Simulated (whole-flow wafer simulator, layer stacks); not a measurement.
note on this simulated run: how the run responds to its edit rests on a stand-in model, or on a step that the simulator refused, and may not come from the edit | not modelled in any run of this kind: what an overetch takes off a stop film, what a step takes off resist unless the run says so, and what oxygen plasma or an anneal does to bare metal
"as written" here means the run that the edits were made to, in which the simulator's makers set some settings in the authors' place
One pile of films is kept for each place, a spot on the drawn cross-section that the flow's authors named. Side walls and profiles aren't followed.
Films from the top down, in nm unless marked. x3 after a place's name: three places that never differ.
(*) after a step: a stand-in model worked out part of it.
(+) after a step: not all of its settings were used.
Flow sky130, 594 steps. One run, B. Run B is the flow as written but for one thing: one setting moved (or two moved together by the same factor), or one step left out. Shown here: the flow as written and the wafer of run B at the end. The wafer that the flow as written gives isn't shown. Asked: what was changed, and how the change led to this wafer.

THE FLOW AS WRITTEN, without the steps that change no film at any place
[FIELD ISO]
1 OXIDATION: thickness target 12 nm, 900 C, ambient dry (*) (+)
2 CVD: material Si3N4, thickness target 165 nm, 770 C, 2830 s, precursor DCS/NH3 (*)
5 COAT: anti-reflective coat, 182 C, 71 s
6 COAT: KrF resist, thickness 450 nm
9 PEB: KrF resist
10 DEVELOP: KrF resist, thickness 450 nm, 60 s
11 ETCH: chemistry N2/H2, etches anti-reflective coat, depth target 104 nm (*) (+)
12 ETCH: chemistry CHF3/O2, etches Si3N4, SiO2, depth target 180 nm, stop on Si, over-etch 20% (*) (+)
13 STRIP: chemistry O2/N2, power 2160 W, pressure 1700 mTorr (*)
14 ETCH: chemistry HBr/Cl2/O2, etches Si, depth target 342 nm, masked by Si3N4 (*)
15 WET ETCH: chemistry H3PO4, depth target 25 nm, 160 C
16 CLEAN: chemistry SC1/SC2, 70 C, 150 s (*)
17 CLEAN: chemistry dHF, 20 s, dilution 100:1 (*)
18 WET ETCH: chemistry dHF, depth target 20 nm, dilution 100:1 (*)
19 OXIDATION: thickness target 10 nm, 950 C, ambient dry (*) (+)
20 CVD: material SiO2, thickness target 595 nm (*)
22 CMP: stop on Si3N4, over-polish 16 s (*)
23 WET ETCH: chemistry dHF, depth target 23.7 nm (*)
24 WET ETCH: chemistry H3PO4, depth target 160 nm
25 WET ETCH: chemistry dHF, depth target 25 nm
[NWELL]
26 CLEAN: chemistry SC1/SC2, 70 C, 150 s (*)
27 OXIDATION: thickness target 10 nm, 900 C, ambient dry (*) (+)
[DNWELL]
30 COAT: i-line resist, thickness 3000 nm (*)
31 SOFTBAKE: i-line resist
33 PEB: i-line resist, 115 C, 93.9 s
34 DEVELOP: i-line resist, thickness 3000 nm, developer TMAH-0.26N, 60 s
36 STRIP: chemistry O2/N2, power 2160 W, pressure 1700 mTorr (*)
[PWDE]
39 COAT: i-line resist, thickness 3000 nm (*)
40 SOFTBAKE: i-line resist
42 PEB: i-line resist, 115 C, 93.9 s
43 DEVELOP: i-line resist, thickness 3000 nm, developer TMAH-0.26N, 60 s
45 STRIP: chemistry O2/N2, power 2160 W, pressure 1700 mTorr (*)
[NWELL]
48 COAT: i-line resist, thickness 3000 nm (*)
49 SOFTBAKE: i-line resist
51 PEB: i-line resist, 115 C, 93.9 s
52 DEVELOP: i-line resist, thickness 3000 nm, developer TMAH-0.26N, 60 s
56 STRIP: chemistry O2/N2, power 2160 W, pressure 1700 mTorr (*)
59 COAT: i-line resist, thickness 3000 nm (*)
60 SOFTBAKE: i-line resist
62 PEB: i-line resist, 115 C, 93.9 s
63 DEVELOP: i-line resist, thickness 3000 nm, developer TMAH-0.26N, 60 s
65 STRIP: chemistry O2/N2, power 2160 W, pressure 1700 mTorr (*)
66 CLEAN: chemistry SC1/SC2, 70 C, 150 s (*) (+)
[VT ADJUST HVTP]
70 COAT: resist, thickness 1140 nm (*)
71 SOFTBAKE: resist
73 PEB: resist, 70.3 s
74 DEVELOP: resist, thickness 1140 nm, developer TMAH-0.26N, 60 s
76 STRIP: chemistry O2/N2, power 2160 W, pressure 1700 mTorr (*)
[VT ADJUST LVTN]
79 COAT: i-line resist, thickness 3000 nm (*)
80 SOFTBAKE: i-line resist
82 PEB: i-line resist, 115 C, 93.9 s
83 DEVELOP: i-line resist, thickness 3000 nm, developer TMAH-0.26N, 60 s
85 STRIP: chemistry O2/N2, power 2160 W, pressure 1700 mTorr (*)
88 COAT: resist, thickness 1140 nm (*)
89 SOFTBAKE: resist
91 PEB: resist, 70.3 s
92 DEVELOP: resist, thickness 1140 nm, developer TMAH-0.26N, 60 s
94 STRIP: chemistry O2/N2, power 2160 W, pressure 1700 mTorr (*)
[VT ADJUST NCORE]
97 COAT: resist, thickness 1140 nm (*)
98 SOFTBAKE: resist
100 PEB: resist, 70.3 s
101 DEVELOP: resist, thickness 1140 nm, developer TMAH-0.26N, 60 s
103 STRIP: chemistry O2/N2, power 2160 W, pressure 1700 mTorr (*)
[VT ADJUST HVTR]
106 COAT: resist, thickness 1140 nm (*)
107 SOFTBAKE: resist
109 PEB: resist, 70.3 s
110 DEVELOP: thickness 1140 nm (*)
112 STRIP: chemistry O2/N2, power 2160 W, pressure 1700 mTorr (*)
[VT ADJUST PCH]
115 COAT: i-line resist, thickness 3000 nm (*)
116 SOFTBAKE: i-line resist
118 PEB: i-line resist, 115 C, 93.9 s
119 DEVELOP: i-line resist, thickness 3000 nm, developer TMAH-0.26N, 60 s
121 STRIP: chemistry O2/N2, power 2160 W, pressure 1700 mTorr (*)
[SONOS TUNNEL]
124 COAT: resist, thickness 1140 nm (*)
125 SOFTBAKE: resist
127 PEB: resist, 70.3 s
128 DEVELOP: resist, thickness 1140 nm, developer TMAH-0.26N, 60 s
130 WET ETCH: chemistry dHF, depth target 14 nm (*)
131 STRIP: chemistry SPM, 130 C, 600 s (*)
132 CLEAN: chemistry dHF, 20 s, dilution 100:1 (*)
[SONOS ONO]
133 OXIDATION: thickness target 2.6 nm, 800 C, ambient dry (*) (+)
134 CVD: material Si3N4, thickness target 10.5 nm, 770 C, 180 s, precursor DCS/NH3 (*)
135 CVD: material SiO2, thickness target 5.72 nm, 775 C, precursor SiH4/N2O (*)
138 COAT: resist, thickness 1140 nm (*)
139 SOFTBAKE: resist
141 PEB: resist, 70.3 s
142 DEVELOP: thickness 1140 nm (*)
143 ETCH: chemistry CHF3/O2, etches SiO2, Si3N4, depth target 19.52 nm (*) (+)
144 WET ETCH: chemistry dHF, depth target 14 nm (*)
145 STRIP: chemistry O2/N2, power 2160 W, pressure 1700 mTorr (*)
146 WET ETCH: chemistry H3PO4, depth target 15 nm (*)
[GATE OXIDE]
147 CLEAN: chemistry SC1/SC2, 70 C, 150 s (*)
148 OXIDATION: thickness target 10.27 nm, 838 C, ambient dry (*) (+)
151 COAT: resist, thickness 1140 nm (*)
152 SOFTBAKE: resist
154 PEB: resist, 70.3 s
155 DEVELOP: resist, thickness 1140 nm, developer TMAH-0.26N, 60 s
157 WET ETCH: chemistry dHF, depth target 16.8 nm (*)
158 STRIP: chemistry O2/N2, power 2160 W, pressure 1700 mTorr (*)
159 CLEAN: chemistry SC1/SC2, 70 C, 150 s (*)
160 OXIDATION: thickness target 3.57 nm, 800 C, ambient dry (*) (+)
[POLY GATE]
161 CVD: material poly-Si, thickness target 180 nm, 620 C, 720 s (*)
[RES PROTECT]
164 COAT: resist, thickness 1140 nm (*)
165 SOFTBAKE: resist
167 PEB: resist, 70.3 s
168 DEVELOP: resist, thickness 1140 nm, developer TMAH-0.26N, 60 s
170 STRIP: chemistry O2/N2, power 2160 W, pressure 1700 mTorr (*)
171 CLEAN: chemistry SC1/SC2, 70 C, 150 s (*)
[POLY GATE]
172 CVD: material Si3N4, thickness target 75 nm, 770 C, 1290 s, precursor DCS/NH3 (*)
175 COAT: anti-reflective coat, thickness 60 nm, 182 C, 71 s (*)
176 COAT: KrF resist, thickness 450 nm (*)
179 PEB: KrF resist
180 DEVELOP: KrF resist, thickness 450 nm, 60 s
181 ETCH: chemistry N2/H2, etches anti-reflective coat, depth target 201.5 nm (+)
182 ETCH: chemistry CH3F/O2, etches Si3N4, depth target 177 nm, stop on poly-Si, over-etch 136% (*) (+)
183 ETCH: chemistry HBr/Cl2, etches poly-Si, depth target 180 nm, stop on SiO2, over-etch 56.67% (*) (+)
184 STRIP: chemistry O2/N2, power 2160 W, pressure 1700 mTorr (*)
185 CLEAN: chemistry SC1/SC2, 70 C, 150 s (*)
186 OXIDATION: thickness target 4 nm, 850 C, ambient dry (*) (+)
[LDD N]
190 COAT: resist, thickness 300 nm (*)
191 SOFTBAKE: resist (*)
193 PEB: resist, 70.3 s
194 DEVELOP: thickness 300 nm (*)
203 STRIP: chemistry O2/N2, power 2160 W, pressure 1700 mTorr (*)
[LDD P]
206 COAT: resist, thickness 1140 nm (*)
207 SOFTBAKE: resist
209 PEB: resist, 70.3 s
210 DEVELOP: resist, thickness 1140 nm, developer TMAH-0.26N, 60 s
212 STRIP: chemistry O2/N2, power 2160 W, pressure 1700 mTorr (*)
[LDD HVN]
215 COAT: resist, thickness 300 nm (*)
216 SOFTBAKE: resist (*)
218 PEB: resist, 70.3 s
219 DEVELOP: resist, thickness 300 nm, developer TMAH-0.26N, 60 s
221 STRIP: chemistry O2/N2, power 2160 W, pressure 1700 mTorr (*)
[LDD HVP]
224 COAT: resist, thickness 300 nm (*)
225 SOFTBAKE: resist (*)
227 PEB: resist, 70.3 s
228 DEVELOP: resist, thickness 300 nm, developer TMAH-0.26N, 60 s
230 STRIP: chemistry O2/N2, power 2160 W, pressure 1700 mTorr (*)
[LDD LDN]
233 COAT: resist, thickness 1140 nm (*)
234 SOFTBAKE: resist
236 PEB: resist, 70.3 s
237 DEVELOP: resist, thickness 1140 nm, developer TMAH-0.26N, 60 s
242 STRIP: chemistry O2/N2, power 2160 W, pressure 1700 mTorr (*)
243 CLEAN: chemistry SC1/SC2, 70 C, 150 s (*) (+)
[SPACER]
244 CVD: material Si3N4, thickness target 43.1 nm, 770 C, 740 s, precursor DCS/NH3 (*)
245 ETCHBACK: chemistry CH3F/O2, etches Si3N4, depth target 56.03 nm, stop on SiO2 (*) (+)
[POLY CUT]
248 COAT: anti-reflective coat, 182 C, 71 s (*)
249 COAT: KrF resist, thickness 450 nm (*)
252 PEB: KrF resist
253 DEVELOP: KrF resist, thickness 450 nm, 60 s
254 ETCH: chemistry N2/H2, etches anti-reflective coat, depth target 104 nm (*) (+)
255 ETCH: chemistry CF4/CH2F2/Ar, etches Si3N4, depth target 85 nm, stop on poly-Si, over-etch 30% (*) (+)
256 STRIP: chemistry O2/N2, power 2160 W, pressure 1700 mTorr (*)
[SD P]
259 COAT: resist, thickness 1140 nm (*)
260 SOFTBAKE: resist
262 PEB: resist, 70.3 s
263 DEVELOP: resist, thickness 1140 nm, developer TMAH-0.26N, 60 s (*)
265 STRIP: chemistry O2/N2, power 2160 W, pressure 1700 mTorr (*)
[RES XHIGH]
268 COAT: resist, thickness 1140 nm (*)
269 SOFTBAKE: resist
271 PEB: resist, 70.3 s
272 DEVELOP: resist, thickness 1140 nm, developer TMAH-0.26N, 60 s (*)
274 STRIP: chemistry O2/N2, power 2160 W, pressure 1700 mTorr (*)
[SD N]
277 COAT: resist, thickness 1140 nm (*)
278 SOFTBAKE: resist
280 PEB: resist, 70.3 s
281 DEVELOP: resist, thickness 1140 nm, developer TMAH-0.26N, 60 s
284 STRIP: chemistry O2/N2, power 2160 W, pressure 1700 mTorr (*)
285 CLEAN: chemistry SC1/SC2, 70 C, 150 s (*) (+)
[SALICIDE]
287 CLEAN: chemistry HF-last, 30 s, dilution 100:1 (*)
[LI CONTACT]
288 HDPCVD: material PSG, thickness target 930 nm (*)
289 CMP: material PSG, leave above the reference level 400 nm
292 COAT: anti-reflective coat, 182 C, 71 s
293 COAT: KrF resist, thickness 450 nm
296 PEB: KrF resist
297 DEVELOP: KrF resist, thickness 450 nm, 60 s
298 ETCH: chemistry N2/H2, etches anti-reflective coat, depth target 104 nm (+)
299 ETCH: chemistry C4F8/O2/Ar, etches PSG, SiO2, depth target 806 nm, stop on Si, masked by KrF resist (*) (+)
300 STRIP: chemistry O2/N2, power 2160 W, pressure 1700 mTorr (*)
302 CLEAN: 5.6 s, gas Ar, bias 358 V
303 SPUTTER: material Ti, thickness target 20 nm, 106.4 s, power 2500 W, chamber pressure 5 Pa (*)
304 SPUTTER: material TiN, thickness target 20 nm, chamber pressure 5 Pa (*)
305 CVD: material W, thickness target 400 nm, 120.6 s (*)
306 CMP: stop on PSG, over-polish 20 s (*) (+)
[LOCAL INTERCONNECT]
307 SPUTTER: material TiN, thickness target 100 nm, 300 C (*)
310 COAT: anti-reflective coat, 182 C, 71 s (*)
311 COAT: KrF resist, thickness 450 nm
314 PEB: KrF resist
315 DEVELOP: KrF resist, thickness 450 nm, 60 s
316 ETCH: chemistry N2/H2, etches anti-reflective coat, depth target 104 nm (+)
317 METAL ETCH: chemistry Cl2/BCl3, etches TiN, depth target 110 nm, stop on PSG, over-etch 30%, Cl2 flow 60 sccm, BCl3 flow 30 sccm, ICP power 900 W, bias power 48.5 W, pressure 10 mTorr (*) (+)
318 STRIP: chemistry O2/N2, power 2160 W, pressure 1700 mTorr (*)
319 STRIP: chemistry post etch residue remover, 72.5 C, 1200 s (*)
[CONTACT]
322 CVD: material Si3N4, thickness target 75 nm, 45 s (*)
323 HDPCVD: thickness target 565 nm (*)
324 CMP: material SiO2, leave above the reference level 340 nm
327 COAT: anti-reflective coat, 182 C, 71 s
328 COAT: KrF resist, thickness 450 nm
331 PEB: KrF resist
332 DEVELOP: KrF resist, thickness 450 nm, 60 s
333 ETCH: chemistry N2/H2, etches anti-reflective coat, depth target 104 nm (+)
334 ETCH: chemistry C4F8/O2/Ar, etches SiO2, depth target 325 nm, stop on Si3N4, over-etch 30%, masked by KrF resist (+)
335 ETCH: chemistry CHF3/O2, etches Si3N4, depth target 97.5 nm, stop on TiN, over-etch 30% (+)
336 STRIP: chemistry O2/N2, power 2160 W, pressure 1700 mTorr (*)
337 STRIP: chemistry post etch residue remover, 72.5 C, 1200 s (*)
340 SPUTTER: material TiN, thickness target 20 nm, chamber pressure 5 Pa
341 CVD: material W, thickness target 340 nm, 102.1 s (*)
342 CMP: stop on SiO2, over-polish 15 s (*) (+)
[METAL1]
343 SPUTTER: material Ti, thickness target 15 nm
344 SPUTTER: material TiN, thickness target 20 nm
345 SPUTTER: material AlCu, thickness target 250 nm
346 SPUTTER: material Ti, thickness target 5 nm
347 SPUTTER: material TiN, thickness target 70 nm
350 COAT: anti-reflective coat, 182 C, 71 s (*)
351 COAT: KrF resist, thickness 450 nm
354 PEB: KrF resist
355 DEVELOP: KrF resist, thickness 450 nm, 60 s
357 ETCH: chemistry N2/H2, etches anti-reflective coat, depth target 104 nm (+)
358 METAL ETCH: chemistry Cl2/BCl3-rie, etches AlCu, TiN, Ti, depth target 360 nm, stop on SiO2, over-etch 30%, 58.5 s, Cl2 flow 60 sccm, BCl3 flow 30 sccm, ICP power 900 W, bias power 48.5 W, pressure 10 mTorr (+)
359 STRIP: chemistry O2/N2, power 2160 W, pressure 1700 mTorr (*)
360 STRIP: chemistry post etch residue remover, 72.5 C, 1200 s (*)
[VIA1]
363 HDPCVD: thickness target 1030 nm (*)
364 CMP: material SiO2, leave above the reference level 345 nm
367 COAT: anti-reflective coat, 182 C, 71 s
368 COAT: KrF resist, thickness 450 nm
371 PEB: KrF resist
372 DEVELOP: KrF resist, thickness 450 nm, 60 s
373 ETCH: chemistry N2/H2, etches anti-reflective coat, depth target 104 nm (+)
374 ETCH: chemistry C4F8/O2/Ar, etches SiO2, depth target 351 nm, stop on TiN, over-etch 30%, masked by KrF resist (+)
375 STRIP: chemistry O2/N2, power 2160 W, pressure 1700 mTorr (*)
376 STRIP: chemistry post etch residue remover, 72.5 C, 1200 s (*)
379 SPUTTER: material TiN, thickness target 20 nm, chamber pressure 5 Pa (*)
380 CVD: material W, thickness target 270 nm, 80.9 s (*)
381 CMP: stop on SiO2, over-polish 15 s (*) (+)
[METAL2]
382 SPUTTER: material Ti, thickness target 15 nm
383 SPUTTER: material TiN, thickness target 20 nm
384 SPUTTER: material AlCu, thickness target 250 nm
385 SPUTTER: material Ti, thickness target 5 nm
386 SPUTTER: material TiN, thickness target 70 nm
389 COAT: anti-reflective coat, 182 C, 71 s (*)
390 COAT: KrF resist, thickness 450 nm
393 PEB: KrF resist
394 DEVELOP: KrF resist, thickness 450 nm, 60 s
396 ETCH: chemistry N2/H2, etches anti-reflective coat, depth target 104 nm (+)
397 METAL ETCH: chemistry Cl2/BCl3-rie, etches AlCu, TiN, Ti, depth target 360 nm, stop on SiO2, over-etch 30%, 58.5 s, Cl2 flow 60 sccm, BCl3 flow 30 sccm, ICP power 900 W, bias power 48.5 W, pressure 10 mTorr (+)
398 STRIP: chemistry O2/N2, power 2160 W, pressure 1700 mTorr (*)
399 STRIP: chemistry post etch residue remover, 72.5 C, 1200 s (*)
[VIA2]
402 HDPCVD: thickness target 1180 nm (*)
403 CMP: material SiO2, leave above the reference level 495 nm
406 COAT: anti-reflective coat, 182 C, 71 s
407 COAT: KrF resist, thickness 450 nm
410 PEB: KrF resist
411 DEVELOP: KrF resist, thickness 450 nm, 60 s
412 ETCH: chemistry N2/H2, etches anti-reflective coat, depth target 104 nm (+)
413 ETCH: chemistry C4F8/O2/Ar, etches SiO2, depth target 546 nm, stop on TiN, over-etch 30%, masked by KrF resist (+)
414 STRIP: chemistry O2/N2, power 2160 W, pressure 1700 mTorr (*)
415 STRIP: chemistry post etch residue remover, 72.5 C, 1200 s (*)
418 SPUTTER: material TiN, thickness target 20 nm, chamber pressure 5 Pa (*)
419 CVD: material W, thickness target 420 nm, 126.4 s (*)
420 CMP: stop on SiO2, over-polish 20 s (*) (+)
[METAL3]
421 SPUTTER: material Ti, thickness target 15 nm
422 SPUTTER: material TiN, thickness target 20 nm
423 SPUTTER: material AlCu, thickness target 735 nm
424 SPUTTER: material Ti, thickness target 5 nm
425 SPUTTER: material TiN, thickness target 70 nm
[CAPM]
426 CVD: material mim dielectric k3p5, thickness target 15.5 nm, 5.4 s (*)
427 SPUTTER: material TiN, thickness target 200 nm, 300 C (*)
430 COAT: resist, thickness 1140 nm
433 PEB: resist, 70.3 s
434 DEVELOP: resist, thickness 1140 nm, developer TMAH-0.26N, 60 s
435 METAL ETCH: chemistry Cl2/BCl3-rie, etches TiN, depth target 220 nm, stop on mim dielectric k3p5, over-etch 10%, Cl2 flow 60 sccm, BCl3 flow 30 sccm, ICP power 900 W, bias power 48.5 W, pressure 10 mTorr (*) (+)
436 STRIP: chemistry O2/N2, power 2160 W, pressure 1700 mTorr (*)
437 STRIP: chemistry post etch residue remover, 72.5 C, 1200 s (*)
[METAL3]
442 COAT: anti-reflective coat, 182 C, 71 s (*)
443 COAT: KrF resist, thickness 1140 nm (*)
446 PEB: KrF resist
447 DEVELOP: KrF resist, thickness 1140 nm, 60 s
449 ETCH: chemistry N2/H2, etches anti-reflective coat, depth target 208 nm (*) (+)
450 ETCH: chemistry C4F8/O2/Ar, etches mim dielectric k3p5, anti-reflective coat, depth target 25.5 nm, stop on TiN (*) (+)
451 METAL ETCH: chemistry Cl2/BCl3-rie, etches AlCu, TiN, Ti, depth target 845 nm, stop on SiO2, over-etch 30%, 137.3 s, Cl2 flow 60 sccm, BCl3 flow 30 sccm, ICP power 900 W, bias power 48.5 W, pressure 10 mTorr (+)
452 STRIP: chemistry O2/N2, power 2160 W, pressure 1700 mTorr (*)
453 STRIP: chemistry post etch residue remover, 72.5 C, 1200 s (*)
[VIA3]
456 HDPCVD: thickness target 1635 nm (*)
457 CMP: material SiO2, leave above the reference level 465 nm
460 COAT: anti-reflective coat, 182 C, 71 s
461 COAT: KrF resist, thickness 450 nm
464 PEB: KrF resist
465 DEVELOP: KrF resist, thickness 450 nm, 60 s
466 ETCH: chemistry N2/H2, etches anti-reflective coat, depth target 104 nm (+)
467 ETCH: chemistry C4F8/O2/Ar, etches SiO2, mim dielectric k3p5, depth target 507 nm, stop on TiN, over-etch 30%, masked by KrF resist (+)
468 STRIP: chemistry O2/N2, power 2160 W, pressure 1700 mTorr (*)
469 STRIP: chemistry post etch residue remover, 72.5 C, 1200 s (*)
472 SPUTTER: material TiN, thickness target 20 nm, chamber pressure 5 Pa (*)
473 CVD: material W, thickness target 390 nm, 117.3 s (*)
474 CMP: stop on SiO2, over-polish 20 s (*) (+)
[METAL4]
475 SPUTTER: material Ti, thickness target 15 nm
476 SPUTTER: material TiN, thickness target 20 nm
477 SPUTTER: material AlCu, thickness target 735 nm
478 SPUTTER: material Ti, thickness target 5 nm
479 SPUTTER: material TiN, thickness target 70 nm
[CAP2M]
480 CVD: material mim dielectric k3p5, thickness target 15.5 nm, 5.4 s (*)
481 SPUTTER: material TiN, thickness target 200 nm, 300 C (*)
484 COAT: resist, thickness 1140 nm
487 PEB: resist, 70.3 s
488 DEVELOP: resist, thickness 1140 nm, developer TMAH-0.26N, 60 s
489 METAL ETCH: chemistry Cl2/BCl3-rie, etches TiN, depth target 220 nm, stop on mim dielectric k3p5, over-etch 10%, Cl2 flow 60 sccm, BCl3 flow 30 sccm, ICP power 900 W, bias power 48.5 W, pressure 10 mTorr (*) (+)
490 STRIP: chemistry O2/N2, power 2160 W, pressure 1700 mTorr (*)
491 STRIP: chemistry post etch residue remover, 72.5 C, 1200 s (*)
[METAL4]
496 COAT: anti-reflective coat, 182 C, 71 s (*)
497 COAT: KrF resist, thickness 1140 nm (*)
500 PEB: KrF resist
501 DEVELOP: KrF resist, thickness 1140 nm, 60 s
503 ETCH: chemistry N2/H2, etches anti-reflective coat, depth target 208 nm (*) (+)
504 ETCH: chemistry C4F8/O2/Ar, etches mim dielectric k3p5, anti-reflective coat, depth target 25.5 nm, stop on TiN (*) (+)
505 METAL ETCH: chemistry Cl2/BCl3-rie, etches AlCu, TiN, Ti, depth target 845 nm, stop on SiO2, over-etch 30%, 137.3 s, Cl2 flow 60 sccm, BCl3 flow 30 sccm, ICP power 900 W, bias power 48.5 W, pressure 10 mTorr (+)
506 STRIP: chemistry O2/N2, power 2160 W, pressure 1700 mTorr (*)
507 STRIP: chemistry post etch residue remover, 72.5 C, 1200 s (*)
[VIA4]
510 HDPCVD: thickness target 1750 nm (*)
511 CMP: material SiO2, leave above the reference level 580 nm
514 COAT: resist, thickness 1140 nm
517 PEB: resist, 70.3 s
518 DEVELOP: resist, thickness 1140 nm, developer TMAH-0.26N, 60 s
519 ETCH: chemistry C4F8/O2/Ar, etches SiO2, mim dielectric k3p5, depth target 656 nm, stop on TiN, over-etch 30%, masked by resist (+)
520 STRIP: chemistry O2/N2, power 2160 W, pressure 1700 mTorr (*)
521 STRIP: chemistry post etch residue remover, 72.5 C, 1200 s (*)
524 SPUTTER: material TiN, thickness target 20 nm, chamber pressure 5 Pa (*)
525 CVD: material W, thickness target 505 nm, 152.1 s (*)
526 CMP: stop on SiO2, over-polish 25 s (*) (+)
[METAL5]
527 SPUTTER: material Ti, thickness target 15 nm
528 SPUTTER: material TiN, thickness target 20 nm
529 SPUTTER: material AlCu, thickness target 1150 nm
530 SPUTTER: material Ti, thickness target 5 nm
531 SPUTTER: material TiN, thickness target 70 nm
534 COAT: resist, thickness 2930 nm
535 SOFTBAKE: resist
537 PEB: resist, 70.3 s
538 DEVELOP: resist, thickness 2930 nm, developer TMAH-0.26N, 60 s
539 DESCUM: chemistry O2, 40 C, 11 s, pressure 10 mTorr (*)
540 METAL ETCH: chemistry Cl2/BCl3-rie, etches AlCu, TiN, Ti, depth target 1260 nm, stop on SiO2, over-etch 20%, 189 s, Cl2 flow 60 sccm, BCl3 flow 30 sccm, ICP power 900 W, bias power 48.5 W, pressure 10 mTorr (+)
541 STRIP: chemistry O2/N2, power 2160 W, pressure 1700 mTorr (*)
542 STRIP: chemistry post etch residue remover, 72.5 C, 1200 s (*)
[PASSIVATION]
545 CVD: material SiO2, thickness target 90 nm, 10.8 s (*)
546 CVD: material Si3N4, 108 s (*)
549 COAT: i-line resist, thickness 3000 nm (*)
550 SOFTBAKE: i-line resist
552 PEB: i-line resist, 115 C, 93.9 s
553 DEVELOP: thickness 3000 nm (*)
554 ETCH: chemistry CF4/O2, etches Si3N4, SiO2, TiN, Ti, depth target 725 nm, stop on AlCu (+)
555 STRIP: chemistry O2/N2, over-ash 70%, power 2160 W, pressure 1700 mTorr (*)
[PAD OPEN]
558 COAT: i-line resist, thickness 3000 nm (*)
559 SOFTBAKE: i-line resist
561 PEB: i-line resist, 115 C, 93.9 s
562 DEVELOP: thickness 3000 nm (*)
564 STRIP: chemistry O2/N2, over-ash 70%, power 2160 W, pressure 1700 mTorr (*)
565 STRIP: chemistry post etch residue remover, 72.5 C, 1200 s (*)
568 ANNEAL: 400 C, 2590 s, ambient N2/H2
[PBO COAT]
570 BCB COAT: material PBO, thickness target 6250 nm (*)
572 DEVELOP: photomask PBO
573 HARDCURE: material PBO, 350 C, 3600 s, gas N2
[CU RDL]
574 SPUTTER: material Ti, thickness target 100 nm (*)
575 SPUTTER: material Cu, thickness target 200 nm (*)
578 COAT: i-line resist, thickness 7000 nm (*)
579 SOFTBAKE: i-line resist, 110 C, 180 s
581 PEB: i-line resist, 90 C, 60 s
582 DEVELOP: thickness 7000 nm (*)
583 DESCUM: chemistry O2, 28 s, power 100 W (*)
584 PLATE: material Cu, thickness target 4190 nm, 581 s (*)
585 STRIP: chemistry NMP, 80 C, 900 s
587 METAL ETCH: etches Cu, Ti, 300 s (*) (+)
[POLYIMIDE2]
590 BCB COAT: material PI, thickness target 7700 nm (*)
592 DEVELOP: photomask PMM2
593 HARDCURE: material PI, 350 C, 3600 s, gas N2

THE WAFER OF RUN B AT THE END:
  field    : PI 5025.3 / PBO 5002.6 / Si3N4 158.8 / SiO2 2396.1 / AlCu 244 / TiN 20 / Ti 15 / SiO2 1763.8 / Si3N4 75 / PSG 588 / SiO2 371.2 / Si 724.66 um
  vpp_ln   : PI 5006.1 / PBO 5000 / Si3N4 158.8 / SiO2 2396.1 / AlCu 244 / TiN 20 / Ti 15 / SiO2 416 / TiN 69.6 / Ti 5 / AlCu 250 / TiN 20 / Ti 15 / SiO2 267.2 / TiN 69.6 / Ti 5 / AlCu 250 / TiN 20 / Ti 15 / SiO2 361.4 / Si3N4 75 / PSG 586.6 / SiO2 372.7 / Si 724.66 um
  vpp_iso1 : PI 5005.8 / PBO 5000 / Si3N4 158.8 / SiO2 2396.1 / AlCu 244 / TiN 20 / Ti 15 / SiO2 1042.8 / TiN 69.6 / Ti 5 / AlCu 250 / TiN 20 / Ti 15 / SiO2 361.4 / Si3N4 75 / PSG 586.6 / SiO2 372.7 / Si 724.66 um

The cause: step 451, METAL ETCH: depth target 431 nm was run, where the flow has depth target 845 nm; step 451, METAL ETCH: 70 s was run, where the flow has 137.3 s.

How the change led to this, step by step:
  451 METAL ETCH: chemistry Cl2/BCl3-rie, etches AlCu, TiN, Ti, depth target 845 nm, stop on SiO2, over-etch 30%, 137.3 s, Cl2 flow 60 sccm, BCl3 flow 30 sccm, ICP power 900 W, bias power 48.5 W, pressure 10 mTorr (+)
      field, gate, spacer and 68 more: TiN -70 (all of it), Ti -5 (all of it), AlCu -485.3 (as written it would be: TiN -70 (all of it), Ti -5 (all of it), AlCu -735 (all of it), TiN -20 (all of it), Ti -15 (all of it), SiO2 -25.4)
      active, vpp_ln, vpp_iso2 and 11 more: TiN -70 (all of it), Ti -5 (all of it), AlCu -485.3 (as written it would be: TiN -70 (all of it), Ti -5 (all of it), AlCu -735 (all of it), TiN -20 (all of it), Ti -15 (all of it), SiO2 -25.3)
      (and at 107 more places)
  452 STRIP: chemistry O2/N2, power 2160 W, pressure 1700 mTorr (*)
      n_well, p_well, gate_hv and 82 more: KrF resist -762 (all of it), anti-reflective coat -80 (all of it) (as written it would be: KrF resist -492.9 (all of it), anti-reflective coat -80 (all of it))
      m1, via2_hole: KrF resist -762.1 (all of it), anti-reflective coat -80.5 (all of it) (as written it would be: KrF resist -493 (all of it), anti-reflective coat -80.5 (all of it))
      (and at 20 more places)
  453 STRIP: chemistry post etch residue remover, 72.5 C, 1200 s (*)
      field, active, gate and 82 more: AlCu -5.72 (as written it would be: nothing)
  456 HDPCVD: thickness target 1635 nm (*)
      field, active, gate and 82 more: SiO2 +1635 (new film) (as written it would be: SiO2 +1635)
  457 CMP: material SiO2, leave above the reference level 465 nm
      field, active, gate and 82 more: SiO2 -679 (as written it would be: SiO2 -374.7)
Counting metal films that touch as one body, field has 1 body; the flow as written gives 0 bodies.
Counting metal films that touch as one body, vpp_ln has 3 bodies (between them, from the top down: SiO2 416; SiO2 267.2); the flow as written gives 2 bodies (between them, from the top down: SiO2 267.2).
Counting metal films that touch as one body, vpp_iso1 has 2 bodies (between them, from the top down: SiO2 1042.8); the flow as written gives 1 body.
